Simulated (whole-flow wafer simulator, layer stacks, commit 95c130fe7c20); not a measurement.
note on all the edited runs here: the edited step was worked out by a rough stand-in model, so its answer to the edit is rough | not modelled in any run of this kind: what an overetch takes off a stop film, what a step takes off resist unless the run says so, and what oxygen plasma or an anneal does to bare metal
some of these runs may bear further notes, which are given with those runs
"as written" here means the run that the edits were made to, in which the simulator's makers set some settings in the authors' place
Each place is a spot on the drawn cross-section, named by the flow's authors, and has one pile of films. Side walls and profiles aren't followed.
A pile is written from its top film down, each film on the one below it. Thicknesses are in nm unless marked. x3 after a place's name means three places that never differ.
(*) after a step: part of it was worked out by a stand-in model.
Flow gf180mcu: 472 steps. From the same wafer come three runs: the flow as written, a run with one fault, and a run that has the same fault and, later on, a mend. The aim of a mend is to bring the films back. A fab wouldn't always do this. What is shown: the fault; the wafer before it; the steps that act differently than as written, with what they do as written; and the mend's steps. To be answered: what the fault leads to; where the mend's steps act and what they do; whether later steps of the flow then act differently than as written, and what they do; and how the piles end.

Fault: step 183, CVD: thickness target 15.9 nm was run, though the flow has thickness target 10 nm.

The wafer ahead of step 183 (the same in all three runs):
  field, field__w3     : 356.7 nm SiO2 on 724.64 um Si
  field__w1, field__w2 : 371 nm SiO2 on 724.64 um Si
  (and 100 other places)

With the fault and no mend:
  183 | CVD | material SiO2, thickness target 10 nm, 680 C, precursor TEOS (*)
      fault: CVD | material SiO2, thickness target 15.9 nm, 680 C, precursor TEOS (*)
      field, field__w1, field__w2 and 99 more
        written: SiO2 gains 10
        fault: SiO2 gains 15.9
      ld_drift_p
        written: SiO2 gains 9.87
        fault: SiO2 gains 15.7
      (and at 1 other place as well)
  Steps later in the flow that act otherwise than as written (not shown: 21 more steps that differ only slightly, by at most 2% or 0.5 nm, whichever is larger):
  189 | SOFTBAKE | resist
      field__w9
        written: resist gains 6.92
        fault: resist loses 3.07
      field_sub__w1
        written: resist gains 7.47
        fault: resist gains 9.79
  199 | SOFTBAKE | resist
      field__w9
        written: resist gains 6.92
        fault: resist loses 3.07
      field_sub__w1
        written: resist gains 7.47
        fault: resist gains 9.79
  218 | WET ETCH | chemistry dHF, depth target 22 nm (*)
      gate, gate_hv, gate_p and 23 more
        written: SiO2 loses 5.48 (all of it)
        fault: SiO2 loses 11.4 (all of it)
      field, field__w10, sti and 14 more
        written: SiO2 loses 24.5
        fault: SiO2 loses 25.4
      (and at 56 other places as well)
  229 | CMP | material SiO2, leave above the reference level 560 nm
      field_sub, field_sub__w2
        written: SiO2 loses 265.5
        fault: SiO2 loses 271.1
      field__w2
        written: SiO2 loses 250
        fault: SiO2 loses 256.2
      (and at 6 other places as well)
  The piles end different from the flow's at spacer by more than 2% or 0.5 nm, whichever is larger.
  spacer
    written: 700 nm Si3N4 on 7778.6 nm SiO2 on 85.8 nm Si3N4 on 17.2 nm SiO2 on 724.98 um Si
    fault: 700 nm Si3N4 on 7772.7 nm SiO2 on 85.8 nm Si3N4 on 23.1 nm SiO2 on 724.98 um Si

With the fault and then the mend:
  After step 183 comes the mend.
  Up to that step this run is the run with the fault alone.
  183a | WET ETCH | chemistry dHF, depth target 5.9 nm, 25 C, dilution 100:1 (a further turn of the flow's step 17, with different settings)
      field, field__w1, field__w2 and 101 more
        SiO2 loses 5.9
  Every later step of the flow that is run acts as written, at every place that is followed, to within 2% or 0.5 nm, whichever is larger.
  When the end is reached, the piles differ only a little from the flow's at the places that both follow, at most by 2% or 0.5 nm, whichever is larger.
